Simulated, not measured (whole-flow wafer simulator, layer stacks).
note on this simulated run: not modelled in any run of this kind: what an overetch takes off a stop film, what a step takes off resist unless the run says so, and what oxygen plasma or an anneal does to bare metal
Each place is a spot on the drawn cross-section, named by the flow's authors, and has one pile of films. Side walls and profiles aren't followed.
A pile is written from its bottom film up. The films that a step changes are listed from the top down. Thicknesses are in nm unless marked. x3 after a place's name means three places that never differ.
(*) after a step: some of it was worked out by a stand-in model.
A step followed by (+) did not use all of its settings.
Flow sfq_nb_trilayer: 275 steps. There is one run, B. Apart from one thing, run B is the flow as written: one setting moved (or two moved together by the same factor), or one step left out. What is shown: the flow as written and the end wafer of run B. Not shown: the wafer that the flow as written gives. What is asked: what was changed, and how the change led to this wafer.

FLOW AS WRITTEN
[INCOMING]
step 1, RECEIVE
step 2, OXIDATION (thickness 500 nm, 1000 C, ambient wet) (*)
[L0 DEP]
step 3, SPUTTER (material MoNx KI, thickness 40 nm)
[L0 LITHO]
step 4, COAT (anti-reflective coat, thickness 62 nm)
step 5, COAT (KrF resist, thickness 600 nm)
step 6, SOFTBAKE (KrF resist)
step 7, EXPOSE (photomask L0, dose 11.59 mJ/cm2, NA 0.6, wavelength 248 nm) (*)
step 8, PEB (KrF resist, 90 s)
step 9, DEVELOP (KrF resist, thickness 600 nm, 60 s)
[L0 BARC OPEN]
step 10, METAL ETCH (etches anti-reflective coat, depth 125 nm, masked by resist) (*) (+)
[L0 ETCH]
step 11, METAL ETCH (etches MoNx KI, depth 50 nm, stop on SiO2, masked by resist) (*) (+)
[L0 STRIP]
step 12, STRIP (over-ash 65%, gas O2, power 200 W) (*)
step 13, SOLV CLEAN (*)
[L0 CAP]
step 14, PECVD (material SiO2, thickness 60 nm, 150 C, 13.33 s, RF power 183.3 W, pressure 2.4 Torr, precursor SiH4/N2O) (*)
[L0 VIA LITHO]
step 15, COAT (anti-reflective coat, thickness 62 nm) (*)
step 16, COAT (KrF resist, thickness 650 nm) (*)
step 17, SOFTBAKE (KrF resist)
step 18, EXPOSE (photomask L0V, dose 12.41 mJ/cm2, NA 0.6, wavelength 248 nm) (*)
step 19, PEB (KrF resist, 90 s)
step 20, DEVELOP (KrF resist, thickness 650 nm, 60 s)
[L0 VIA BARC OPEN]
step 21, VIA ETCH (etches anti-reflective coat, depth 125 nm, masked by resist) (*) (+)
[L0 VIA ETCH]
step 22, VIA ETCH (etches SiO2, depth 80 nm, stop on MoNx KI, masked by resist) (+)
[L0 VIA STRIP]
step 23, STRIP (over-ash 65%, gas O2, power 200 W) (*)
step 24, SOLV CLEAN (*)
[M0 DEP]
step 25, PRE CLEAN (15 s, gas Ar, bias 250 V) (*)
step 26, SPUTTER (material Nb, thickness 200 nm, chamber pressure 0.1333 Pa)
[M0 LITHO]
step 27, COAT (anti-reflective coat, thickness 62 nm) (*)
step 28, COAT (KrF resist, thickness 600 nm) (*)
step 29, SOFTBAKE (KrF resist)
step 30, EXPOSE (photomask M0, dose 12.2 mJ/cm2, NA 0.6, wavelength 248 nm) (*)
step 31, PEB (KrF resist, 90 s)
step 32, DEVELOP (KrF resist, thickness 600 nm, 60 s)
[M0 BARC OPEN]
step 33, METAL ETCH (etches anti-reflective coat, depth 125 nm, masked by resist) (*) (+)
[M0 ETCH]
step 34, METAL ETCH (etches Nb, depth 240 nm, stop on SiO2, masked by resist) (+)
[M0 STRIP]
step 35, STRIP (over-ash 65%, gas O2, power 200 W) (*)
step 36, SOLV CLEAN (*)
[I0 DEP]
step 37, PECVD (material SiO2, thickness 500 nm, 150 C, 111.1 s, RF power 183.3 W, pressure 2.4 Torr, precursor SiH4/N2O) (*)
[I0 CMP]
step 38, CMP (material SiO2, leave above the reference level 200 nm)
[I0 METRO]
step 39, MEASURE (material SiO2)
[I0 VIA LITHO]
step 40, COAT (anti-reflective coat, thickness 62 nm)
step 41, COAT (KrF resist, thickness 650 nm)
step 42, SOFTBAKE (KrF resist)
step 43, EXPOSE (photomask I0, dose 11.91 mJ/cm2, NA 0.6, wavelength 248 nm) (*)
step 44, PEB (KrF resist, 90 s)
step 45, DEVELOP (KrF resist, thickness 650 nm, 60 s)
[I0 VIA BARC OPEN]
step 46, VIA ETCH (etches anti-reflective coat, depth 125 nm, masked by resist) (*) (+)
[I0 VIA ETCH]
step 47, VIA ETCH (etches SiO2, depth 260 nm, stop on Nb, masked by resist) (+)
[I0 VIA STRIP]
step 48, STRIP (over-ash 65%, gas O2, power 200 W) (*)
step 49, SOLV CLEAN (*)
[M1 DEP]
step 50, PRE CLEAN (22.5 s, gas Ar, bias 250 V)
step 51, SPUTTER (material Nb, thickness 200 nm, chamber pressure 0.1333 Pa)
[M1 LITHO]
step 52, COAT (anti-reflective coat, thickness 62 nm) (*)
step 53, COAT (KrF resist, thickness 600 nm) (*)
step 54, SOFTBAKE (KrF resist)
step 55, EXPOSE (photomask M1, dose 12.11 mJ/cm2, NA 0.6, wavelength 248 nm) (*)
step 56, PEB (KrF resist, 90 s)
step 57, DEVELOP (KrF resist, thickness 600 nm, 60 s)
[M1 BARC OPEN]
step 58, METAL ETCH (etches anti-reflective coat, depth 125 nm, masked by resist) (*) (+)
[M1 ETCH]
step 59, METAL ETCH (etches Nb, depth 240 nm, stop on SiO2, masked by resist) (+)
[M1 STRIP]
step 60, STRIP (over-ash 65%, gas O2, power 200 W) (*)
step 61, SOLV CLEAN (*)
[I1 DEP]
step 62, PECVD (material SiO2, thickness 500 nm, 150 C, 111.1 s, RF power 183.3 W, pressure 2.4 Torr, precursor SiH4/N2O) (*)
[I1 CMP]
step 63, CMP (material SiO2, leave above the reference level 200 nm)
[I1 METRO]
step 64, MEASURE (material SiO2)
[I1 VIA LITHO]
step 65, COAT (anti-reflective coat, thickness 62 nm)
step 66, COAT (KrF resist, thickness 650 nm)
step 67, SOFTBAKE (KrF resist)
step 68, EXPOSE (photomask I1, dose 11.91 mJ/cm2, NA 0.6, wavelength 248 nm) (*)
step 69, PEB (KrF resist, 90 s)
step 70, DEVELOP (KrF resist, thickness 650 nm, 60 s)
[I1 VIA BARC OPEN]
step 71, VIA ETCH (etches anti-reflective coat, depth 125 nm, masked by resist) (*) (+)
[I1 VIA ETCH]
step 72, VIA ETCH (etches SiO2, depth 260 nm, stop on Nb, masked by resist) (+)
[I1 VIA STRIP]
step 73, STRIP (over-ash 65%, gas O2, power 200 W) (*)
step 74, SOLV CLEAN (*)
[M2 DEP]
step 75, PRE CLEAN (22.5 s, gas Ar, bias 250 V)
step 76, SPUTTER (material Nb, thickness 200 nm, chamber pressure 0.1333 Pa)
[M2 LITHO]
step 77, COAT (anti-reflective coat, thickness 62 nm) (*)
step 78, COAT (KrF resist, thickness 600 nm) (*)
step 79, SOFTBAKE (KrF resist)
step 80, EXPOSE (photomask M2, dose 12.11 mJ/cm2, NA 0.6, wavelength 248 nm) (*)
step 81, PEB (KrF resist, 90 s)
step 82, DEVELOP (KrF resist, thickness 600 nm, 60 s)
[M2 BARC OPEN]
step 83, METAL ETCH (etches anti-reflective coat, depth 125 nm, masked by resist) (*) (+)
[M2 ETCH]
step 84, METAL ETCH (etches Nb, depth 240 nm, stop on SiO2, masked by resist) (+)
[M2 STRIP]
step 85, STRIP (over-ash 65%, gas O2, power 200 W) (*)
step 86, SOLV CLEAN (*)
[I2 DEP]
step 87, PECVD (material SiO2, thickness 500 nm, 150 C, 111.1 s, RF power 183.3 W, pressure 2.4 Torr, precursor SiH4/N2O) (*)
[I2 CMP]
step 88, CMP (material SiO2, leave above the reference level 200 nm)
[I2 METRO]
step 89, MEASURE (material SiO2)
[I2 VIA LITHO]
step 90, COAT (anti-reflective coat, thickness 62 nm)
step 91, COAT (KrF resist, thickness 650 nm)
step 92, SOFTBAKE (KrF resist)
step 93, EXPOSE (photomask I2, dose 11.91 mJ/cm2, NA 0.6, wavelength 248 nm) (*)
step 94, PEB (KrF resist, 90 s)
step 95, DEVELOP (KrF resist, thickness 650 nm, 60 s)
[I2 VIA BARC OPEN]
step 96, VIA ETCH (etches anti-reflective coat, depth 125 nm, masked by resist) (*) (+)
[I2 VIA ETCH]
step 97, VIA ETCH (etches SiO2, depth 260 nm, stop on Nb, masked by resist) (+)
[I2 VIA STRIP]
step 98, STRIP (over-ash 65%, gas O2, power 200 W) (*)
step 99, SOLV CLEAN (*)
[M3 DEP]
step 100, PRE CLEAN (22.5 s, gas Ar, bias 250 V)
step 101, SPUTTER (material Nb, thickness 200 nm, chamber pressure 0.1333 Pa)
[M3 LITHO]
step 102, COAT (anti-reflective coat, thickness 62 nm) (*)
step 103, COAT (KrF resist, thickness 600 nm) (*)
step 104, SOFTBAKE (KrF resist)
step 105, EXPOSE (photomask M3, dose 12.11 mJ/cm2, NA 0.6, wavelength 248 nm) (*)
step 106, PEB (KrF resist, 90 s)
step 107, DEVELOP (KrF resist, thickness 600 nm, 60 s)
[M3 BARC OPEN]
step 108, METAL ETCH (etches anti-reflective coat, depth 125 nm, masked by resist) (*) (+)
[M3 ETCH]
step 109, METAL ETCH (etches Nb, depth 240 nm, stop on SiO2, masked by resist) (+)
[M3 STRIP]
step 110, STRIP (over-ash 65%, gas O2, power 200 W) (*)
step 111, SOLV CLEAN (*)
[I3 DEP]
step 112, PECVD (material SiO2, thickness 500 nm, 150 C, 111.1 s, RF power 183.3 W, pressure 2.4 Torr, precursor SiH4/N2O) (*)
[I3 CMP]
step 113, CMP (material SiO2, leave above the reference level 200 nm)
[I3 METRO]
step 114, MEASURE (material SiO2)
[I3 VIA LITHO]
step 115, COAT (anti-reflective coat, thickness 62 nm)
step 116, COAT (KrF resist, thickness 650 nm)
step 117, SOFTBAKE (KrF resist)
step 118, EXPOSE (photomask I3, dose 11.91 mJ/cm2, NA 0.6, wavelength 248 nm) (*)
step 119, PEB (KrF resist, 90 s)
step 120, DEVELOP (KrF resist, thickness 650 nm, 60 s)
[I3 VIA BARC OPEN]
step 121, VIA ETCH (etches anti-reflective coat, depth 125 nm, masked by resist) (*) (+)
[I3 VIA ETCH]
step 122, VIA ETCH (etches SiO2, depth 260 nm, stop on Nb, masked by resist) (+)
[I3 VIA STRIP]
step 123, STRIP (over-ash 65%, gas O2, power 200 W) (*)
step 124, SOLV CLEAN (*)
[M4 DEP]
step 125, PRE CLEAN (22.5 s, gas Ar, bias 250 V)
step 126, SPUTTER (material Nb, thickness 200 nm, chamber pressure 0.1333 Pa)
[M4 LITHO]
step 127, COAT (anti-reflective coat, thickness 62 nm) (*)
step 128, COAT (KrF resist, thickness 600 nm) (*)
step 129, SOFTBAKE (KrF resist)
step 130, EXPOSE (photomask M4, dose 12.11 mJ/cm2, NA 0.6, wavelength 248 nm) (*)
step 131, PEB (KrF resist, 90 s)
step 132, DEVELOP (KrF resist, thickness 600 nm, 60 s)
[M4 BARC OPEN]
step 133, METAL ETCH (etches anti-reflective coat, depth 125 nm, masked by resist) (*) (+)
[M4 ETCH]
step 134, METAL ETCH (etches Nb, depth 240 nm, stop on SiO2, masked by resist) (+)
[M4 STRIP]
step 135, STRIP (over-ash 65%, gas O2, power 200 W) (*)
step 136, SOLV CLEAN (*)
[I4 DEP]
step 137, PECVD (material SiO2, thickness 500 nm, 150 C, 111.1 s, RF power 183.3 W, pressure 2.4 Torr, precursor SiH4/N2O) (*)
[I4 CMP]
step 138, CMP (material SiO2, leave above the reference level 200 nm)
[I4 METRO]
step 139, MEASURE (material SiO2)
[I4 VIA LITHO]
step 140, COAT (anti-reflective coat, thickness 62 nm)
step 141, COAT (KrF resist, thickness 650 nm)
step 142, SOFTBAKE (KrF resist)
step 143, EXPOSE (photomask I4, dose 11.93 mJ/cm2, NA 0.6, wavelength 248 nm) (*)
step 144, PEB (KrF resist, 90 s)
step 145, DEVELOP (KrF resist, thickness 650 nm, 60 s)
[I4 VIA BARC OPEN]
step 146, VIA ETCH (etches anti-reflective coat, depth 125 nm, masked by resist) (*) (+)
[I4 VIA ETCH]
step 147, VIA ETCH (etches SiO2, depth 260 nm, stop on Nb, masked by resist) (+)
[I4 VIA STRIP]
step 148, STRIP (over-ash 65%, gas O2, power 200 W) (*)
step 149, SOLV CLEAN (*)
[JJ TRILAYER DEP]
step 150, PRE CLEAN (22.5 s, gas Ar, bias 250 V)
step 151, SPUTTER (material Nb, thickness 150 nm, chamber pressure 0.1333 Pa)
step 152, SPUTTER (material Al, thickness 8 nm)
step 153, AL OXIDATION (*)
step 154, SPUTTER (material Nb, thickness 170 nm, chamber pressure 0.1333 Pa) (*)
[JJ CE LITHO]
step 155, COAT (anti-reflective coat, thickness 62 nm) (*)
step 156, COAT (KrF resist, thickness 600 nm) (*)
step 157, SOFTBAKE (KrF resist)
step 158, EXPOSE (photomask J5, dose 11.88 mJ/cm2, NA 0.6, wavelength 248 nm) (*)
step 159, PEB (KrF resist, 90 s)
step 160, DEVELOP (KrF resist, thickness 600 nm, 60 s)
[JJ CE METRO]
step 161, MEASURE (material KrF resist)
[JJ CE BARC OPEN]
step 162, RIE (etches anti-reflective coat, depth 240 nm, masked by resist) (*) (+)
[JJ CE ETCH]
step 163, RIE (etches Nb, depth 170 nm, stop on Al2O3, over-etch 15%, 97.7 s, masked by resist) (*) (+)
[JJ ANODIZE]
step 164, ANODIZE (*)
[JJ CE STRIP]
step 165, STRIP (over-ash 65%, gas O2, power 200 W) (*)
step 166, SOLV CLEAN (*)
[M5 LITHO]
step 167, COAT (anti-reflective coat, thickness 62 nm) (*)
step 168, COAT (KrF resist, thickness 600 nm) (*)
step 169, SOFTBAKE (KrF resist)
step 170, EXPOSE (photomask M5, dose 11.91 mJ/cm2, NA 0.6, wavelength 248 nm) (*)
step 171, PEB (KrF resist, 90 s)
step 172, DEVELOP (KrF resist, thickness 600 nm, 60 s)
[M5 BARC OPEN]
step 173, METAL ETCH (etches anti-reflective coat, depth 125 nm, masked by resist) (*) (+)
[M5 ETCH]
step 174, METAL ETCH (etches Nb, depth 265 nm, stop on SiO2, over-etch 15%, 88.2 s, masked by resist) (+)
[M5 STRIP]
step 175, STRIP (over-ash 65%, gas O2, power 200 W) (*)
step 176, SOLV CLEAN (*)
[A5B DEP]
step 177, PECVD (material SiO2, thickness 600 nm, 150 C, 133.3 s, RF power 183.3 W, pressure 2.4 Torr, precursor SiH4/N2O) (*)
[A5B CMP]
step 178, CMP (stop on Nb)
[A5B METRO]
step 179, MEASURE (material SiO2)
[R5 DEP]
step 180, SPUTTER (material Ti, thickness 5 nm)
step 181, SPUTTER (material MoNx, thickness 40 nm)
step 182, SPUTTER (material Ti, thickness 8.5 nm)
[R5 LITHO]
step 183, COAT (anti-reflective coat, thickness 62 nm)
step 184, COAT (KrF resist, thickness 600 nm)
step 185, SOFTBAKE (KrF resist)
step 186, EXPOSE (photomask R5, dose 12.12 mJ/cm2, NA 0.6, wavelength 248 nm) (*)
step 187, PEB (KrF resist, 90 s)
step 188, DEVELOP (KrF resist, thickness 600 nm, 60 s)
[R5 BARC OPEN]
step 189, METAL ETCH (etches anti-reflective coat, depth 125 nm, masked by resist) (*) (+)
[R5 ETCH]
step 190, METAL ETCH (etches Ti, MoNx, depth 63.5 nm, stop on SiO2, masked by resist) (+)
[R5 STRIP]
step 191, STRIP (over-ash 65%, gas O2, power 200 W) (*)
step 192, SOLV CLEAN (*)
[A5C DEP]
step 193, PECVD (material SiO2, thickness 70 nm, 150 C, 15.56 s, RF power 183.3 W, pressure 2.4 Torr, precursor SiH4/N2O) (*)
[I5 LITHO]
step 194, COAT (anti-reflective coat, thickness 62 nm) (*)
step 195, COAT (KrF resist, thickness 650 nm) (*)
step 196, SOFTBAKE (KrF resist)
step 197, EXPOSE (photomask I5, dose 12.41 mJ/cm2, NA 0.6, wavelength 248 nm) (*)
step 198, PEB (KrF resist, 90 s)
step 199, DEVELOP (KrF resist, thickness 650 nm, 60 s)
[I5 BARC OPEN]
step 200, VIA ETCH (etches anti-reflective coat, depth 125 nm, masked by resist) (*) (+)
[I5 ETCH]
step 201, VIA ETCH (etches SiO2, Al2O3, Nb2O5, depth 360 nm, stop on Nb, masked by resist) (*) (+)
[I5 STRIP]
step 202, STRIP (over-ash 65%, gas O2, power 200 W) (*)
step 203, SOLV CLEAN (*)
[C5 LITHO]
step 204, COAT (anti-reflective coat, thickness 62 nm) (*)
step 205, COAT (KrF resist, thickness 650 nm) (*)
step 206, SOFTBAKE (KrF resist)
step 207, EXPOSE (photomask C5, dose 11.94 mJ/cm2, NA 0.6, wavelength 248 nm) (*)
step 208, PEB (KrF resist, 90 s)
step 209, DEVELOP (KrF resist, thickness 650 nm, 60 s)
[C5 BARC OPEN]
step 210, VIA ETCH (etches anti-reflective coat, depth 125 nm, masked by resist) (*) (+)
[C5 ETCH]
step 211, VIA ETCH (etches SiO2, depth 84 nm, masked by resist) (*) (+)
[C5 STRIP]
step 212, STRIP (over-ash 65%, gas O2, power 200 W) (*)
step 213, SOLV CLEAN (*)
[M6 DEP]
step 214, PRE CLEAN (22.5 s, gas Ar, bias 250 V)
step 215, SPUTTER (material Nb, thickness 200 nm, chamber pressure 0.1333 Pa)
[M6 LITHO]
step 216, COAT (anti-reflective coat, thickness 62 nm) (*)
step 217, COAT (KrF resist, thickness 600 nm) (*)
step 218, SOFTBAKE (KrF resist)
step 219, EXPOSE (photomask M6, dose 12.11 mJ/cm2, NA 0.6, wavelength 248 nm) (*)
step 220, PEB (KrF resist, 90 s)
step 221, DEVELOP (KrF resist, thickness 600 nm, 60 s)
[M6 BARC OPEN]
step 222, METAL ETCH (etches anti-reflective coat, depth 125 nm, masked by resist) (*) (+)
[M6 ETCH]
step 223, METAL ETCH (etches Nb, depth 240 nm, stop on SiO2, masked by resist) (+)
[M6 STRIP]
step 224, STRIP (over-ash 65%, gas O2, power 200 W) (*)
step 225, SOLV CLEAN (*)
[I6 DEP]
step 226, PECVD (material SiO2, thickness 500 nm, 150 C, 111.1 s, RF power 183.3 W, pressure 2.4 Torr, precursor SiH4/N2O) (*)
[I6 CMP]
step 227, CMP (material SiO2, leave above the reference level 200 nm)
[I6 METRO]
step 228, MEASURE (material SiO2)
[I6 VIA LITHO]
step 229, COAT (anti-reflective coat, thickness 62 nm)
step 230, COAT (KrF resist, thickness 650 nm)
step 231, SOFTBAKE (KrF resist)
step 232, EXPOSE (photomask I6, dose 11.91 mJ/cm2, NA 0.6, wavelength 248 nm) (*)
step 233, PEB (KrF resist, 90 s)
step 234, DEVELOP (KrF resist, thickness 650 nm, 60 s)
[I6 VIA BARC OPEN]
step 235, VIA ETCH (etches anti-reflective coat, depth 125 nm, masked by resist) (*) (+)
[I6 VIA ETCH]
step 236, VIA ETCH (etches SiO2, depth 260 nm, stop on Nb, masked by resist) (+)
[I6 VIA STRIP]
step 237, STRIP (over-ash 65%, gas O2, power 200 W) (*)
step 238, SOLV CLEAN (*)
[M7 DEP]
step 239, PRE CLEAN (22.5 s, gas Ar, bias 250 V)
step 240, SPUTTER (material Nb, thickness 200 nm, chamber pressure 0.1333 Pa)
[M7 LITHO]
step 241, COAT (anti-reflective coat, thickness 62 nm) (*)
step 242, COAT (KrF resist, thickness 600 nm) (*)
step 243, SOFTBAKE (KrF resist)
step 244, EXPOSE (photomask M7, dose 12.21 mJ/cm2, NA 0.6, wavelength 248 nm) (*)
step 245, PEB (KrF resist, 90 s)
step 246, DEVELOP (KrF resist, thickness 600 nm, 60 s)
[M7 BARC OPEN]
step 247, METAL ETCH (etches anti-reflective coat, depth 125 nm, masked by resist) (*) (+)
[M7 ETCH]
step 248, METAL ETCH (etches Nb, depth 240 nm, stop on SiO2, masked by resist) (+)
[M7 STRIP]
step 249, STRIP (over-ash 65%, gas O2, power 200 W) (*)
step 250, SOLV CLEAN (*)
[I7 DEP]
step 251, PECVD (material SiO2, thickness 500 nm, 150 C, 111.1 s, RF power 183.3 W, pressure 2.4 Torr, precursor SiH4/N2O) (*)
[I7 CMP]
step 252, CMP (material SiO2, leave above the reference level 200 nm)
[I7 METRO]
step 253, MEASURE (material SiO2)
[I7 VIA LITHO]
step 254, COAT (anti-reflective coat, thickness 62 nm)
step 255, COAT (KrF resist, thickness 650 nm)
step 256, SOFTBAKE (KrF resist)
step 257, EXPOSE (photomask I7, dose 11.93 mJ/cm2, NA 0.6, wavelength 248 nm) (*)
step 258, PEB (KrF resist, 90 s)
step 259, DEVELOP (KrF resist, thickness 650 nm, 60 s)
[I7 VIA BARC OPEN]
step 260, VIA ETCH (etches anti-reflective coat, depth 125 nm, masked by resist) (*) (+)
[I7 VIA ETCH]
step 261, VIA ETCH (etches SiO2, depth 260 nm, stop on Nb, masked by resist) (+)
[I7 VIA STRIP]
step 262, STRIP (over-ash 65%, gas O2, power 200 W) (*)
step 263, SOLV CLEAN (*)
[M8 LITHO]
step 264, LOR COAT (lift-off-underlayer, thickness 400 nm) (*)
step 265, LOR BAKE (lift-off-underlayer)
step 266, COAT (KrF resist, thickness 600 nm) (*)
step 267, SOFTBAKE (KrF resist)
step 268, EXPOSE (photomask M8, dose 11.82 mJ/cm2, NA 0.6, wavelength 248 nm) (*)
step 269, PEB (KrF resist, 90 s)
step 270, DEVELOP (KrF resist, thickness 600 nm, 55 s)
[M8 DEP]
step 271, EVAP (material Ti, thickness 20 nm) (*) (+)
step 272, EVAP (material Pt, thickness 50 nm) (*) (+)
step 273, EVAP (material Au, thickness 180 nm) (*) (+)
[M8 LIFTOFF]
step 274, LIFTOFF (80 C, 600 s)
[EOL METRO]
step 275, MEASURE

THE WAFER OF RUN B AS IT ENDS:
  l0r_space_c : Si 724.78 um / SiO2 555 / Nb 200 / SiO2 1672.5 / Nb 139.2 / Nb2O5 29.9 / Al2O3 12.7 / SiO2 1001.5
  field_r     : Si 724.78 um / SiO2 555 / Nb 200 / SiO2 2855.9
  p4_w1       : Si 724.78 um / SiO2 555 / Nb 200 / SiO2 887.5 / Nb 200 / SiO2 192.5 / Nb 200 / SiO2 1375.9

Cause: step 76, SPUTTER: thickness 110 nm was run, whereas the flow has thickness 200 nm.

Step by step, how the change led to this:
  step 76, SPUTTER (material Nb, thickness 200 nm, chamber pressure 0.1333 Pa)
      field_l, v_sur, via_wl and 102 more: +110 Nb (new film) (as written it would have been: +200 Nb (new film))
      via_v: +96.8 Nb (as written it would have been: +174.5 Nb)
  step 77, COAT (anti-reflective coat, thickness 62 nm) (*)
      via_v: +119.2 anti-reflective coat (new film) (as written it would have been: +123.1 anti-reflective coat (new film))
  step 84, METAL ETCH (etches Nb, depth 240 nm, stop on SiO2, masked by resist) (+)
      field_l, be, be_sur and 81 more: -110 Nb (all of it) (as written it would have been: -200 Nb (all of it))
      v_sur, via_wl, via_w and 19 more: -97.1 KrF resist (as written it would have been: -141.2 KrF resist)
  step 85, STRIP (over-ash 65%, gas O2, power 200 W) (*)
      wl_j_sl, wl_jj, wl_j_sr and 12 more: -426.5 KrF resist (all of it), -62 anti-reflective coat (all of it) (as written it would have been: -382.4 KrF resist (all of it), -62 anti-reflective coat (all of it))
      v_sur: -424.2 KrF resist (all of it), -61.4 anti-reflective coat (all of it) (as written it would have been: -380 KrF resist (all of it), -61.4 anti-reflective coat (all of it))
      (as well as at 6 more places)
  step 87, PECVD (material SiO2, thickness 500 nm, 150 C, 111.1 s, RF power 183.3 W, pressure 2.4 Torr, precursor SiH4/N2O) (*)
      via_v: +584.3 SiO2 (new film) (as written it would have been: +606 SiO2 (new film))
  step 88, CMP (material SiO2, leave above the reference level 200 nm)
      field_l, be, be_sur and 81 more: -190 SiO2 (as written it would have been: -100 SiO2)
      via_v: -172.2 SiO2 (as written it would have been: -181.6 SiO2)
